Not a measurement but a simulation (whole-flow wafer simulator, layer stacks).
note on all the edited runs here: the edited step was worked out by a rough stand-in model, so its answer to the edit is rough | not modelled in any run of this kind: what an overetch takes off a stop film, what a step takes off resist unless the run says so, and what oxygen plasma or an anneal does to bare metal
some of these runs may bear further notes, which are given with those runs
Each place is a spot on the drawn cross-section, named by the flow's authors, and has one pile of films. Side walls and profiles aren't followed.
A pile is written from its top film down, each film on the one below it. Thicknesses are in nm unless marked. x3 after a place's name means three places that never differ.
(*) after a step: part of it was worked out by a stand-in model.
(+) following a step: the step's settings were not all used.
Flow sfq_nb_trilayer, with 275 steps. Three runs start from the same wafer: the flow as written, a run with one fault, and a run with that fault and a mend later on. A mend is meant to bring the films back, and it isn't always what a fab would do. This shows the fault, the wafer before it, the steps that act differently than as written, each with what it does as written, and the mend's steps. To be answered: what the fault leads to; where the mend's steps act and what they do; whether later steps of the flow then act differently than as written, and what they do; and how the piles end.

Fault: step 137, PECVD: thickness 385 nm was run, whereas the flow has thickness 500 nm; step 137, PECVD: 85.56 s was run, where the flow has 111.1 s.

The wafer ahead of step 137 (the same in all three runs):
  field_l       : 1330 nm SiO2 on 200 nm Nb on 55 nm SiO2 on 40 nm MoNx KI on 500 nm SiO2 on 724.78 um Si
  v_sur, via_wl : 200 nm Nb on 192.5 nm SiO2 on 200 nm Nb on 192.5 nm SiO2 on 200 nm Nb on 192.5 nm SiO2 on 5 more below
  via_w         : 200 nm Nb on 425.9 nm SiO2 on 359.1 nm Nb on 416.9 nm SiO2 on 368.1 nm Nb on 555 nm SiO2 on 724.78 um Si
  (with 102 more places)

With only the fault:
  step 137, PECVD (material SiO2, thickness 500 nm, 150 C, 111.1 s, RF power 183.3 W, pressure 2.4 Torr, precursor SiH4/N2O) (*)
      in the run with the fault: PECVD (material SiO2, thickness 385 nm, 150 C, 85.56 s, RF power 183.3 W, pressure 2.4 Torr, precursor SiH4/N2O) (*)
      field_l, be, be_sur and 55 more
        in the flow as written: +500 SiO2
        in the run with the fault: +385 SiO2
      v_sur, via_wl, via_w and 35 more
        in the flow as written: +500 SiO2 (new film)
        in the run with the fault: +385 SiO2 (new film)
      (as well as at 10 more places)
  Later steps of the flow acting differently than as written (not shown: 22 more steps that differ only slightly, by at most 2% or 0.5 nm, whichever is larger):
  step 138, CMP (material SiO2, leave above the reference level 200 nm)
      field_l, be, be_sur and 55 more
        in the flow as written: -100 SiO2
        in the run with the fault: nothing
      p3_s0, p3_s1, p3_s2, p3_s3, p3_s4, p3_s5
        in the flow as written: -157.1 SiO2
        in the run with the fault: nothing
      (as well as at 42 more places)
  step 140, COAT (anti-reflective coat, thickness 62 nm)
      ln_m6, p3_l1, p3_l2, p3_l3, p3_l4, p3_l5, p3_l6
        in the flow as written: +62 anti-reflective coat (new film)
        in the run with the fault: +58.3 anti-reflective coat (new film)
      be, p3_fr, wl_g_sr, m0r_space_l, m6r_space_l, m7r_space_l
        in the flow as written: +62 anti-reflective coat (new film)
        in the run with the fault: +64.1 anti-reflective coat (new film)
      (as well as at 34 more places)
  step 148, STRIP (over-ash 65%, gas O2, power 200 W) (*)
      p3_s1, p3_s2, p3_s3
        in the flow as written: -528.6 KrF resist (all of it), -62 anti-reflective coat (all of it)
        in the run with the fault: -532.1 KrF resist (all of it), -66.8 anti-reflective coat (all of it)
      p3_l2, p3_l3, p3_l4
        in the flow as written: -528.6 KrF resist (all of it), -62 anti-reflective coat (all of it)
        in the run with the fault: -525.7 KrF resist (all of it), -58.3 anti-reflective coat (all of it)
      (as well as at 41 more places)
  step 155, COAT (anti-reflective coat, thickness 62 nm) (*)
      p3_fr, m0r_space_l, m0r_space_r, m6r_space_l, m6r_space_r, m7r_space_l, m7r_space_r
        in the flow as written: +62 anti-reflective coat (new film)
        in the run with the fault: +63.9 anti-reflective coat (new film)
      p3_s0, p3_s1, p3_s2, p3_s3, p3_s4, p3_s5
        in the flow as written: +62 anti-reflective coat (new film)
        in the run with the fault: +65.9 anti-reflective coat (new film)
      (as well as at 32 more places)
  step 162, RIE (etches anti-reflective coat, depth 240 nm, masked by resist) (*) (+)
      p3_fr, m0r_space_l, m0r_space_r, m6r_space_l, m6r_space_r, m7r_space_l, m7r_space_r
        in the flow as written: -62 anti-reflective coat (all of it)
        in the run with the fault: -63.9 anti-reflective coat (all of it)
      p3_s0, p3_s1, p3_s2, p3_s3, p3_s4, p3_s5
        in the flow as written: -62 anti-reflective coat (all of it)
        in the run with the fault: -65.9 anti-reflective coat (all of it)
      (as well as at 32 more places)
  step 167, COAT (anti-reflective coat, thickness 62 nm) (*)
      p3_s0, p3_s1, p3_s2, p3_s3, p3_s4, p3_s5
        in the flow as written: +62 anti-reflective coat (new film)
        in the run with the fault: +65.5 anti-reflective coat (new film)
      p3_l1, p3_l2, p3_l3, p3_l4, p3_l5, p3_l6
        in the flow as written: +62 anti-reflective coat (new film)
        in the run with the fault: +57 anti-reflective coat (new film)
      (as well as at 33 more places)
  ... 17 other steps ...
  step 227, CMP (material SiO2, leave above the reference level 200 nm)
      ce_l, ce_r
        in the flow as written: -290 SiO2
        in the run with the fault: -300 SiO2
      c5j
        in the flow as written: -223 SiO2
        in the run with the fault: -233 SiO2
  At be, be_sur, gap and 14 more, the piles at the end differ from the flow's by more than 2% or 0.5 nm, whichever is larger.
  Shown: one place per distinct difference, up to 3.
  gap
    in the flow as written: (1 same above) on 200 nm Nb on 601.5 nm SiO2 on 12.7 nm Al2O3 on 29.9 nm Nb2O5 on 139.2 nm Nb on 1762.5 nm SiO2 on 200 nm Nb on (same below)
    in the run with the fault: (1 same above) on 200 nm Nb on 616.5 nm SiO2 on 12.7 nm Al2O3 on 29.9 nm Nb2O5 on 139.2 nm Nb on 1747.5 nm SiO2 on 200 nm Nb on (same below)
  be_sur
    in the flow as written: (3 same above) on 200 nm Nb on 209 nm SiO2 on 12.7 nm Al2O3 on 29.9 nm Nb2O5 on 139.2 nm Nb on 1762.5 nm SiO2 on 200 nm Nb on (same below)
    in the run with the fault: (3 same above) on 200 nm Nb on 224 nm SiO2 on 12.7 nm Al2O3 on 29.9 nm Nb2O5 on 139.2 nm Nb on 1747.5 nm SiO2 on 200 nm Nb on (same below)
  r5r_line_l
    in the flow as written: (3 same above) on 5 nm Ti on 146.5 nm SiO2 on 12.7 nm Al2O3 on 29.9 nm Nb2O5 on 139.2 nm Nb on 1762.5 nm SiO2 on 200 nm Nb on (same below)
    in the run with the fault: (3 same above) on 5 nm Ti on 161.5 nm SiO2 on 12.7 nm Al2O3 on 29.9 nm Nb2O5 on 139.2 nm Nb on 1747.5 nm SiO2 on 200 nm Nb on (same below)

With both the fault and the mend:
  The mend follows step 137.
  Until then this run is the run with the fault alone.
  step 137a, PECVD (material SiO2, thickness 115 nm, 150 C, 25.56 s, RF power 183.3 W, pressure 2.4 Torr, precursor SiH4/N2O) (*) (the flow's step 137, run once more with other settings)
      field_l, v_sur, via_wl and 99 more
        +115 SiO2
      lsp_r, l0_sur, l0v
        +113.3 SiO2
      via_v
        +110.1 SiO2
  Later steps of the flow acting differently than as written:
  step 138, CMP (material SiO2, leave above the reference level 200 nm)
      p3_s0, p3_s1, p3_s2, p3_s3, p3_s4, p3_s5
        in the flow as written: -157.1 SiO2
        in the run with the mend: -100 SiO2
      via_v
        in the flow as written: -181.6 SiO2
        in the run with the mend: -134.5 SiO2
  At every place that both follow, the piles at the end match the flow's.
